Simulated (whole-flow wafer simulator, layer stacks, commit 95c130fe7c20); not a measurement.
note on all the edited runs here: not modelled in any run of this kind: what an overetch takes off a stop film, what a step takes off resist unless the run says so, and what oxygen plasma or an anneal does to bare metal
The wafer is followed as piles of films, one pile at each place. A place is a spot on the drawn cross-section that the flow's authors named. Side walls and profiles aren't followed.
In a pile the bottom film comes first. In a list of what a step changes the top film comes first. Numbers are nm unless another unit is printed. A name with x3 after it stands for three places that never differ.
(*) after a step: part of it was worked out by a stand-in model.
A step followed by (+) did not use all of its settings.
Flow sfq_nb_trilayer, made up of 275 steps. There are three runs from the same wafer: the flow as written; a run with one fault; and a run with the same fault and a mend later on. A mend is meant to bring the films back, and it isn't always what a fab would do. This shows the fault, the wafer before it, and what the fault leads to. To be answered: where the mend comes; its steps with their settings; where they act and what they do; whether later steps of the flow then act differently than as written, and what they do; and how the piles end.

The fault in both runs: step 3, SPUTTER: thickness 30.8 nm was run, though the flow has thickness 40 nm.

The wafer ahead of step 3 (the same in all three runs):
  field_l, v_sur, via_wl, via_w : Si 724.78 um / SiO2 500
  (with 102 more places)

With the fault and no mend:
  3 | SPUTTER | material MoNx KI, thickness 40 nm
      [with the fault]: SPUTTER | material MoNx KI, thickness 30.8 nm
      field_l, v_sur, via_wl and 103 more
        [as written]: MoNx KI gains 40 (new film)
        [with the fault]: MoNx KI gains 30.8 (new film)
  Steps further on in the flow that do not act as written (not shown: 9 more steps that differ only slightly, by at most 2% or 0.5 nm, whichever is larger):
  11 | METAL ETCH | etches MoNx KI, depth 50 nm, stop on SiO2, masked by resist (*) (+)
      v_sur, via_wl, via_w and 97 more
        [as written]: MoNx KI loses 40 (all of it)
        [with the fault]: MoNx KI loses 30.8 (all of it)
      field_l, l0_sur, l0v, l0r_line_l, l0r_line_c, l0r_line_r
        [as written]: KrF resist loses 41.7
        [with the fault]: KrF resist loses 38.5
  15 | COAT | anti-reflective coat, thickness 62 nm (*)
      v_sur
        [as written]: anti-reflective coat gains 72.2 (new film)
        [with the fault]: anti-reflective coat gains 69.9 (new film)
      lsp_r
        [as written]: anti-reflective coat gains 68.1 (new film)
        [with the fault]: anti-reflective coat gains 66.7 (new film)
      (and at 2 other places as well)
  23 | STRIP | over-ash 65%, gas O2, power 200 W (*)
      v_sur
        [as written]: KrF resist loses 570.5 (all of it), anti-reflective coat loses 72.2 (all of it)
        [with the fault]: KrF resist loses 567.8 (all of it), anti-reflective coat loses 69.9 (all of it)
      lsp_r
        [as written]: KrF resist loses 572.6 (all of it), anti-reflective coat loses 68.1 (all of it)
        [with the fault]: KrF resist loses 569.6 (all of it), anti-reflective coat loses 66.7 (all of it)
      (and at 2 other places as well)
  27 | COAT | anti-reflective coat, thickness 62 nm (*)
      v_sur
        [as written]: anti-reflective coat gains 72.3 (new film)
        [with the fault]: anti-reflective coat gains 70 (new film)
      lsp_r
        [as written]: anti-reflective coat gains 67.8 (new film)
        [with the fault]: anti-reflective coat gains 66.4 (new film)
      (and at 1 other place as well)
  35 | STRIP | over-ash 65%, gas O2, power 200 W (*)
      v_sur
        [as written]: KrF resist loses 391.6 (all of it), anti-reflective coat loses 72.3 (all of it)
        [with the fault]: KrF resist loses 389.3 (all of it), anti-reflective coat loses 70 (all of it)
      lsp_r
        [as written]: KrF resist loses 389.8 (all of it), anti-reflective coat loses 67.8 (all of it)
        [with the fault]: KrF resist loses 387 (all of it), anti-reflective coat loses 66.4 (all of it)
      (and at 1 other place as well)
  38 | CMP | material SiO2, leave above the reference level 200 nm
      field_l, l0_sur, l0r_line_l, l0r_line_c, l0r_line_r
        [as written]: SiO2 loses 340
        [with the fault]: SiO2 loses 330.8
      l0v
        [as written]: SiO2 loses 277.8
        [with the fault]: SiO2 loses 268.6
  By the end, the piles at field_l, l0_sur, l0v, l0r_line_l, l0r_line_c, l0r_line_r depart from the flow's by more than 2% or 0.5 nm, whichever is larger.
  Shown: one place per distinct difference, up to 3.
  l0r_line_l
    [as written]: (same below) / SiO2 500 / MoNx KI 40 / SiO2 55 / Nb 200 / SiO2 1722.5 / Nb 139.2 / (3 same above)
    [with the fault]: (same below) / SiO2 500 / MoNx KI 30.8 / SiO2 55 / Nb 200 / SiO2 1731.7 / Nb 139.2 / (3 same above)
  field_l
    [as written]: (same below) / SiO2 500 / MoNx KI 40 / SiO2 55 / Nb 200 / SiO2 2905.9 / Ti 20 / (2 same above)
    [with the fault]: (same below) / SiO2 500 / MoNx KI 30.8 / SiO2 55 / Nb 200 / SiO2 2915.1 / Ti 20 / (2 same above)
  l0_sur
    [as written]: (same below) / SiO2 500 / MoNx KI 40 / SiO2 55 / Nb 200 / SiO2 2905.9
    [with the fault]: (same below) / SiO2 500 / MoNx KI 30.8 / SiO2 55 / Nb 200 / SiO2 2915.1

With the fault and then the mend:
  The mend stands after step 9.
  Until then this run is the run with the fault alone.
  9a | STRIP | over-ash 65%, gas O2, power 200 W (*)
      v_sur, via_wl, via_w and 97 more
        anti-reflective coat loses 62 (all of it)
      field_l, l0_sur, l0v, l0r_line_l, l0r_line_c, l0r_line_r
        KrF resist loses 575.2 (all of it), anti-reflective coat loses 62 (all of it)
  9b | SPUTTER | material MoNx KI, thickness 9.2 nm (the flow's step 3, run once more with other settings)
      field_l, v_sur, via_wl and 103 more
        MoNx KI gains 9.2
  9c | COAT | anti-reflective coat, thickness 62 nm (the flow's step 4, run once more)
      field_l, v_sur, via_wl and 103 more
        anti-reflective coat gains 62 (new film)
  9d | COAT | KrF resist, thickness 600 nm (the flow's step 5, run once more)
      field_l, v_sur, via_wl and 103 more
        KrF resist gains 600 (new film)
  9e | SOFTBAKE | KrF resist (the flow's step 6, run once more)
      alters no film at any place that is followed
  9f | EXPOSE | photomask L0, dose 11.59 mJ/cm2, NA 0.6, wavelength 248 nm (*) (the flow's step 7, run once more)
      alters no film at any place that is followed
  9g | PEB | KrF resist, 90 s (the flow's step 8, run once more)
      field_l, v_sur, via_wl and 103 more
        KrF resist loses 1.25
  9h | DEVELOP | KrF resist, thickness 600 nm, 60 s (the flow's step 9, run once more)
      v_sur, via_wl, via_w and 97 more
        KrF resist loses 598.7 (all of it)
      field_l, l0_sur, l0v, l0r_line_l, l0r_line_c, l0r_line_r
        KrF resist loses 23.5
  Every later step of the flow that is run acts as written at every place that is followed.
  By the end, the piles equal the flow's at every place that both follow.
